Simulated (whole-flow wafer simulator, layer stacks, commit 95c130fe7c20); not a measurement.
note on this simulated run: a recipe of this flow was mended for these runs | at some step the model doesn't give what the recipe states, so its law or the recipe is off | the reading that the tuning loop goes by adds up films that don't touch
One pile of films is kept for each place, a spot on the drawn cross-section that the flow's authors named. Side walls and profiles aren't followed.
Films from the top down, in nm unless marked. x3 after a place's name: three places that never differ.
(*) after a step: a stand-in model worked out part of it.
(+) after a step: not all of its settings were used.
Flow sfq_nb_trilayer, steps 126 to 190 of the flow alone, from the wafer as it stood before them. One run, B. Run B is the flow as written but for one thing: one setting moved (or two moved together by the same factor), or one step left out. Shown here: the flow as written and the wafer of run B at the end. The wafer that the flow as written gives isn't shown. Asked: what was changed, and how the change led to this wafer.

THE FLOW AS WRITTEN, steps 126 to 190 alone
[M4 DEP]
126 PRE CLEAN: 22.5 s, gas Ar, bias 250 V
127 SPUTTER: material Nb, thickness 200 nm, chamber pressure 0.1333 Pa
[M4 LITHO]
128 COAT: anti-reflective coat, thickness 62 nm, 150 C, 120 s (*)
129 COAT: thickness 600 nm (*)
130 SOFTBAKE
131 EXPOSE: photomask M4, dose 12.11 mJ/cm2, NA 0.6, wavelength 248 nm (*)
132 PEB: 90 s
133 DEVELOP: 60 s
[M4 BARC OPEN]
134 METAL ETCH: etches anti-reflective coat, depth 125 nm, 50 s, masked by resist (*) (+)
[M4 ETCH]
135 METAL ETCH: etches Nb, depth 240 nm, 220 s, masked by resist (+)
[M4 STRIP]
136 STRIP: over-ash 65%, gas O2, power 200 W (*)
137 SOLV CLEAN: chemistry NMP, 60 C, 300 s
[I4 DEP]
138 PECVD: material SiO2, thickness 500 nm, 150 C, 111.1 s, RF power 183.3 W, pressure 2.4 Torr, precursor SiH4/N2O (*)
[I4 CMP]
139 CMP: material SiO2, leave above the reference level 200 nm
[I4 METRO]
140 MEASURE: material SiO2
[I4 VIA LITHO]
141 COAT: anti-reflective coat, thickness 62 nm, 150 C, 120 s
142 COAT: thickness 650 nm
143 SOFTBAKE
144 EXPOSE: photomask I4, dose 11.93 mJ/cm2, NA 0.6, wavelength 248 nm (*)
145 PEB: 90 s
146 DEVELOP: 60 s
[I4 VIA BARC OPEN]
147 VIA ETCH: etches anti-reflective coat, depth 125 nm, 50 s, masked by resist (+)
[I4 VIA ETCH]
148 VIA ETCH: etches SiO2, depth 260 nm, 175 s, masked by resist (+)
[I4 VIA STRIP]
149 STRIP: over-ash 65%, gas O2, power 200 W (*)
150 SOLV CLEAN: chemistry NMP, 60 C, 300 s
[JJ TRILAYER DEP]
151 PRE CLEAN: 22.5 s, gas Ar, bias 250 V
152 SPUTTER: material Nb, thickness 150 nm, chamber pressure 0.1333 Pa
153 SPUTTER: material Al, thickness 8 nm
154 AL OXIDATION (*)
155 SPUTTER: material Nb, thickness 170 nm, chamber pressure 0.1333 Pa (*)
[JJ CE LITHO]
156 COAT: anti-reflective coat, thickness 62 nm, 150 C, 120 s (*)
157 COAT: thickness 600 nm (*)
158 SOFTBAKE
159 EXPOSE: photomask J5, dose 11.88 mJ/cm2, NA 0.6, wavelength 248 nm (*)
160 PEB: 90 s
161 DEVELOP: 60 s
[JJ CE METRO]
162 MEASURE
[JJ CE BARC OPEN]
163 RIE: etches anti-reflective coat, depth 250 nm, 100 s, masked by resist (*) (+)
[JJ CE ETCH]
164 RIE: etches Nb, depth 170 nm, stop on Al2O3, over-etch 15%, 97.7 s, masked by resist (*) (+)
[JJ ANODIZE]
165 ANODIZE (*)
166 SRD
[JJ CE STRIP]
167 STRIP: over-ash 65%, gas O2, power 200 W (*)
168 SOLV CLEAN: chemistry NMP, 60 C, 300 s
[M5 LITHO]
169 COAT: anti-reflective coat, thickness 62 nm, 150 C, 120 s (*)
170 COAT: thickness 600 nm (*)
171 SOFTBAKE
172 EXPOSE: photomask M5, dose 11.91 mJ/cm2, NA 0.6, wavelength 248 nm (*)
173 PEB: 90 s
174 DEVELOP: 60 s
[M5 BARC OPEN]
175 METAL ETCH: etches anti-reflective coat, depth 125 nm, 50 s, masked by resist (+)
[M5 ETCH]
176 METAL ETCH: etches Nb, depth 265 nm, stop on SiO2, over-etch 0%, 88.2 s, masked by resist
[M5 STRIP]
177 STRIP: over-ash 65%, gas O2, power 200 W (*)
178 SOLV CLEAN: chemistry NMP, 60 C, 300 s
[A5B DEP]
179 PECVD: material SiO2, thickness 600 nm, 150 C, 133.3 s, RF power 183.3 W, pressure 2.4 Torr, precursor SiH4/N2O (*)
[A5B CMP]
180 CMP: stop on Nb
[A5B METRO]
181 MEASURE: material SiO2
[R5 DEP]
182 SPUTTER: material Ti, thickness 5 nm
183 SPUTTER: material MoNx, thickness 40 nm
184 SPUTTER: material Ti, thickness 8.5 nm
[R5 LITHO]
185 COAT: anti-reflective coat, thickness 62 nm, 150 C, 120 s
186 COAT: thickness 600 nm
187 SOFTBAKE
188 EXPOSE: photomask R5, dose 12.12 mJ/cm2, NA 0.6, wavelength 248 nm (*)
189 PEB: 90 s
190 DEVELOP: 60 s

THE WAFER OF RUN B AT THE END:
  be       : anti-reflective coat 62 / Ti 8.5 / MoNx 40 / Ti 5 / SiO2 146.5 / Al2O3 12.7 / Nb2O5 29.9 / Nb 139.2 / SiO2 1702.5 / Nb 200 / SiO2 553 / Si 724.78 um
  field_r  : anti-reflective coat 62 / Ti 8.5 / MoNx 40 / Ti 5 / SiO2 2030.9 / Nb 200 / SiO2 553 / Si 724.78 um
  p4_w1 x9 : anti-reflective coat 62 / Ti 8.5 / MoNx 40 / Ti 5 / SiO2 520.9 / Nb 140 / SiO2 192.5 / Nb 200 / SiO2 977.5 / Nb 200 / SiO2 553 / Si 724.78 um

The cause: step 127, SPUTTER: thickness 140 nm was run, where the flow has thickness 200 nm.
It can be read off the wafer: p4_w1 x9 has Nb 140, and step 127 as written asks for 200 nm.

How the change led to this, step by step:
  127 SPUTTER: material Nb, thickness 200 nm, chamber pressure 0.1333 Pa
      field_l, v_sur, via_wl and 102 more: Nb +140 (new film) (as written it would be: Nb +200 (new film))
      via_v: Nb +114.9 (as written it would be: Nb +164.5)
  128 COAT: anti-reflective coat, thickness 62 nm, 150 C, 120 s (*)
      via_v: anti-reflective coat +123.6 (new film) (as written it would be: anti-reflective coat +126.8 (new film))
  135 METAL ETCH: etches Nb, depth 240 nm, 220 s, masked by resist (+)
      field_l, be, be_sur and 64 more: Nb -140 (all of it), SiO2 -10 (as written it would be: Nb -200 (all of it), SiO2 -4)
  136 STRIP: over-ash 65%, gas O2, power 200 W (*)
      via_v: KrF-resist-other-grade -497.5 (all of it), anti-reflective coat -123.6 (all of it) (as written it would be: KrF-resist-other-grade -503.7 (all of it), anti-reflective coat -126.8 (all of it))
  138 PECVD: material SiO2, thickness 500 nm, 150 C, 111.1 s, RF power 183.3 W, pressure 2.4 Torr, precursor SiH4/N2O (*)
      p3_s0 x6: SiO2 +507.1 (as written it would be: SiO2 +561.1)
      via_v: SiO2 +604.7 (new film) (as written it would be: SiO2 +621.2 (new film))
  139 CMP: material SiO2, leave above the reference level 200 nm
      field_l, be, be_sur and 55 more: SiO2 -150 (as written it would be: SiO2 -96)
      lsp_r, l0_sur, l0v: SiO2 -143.9 (as written it would be: SiO2 -87.7)
      (and at 1 more place)
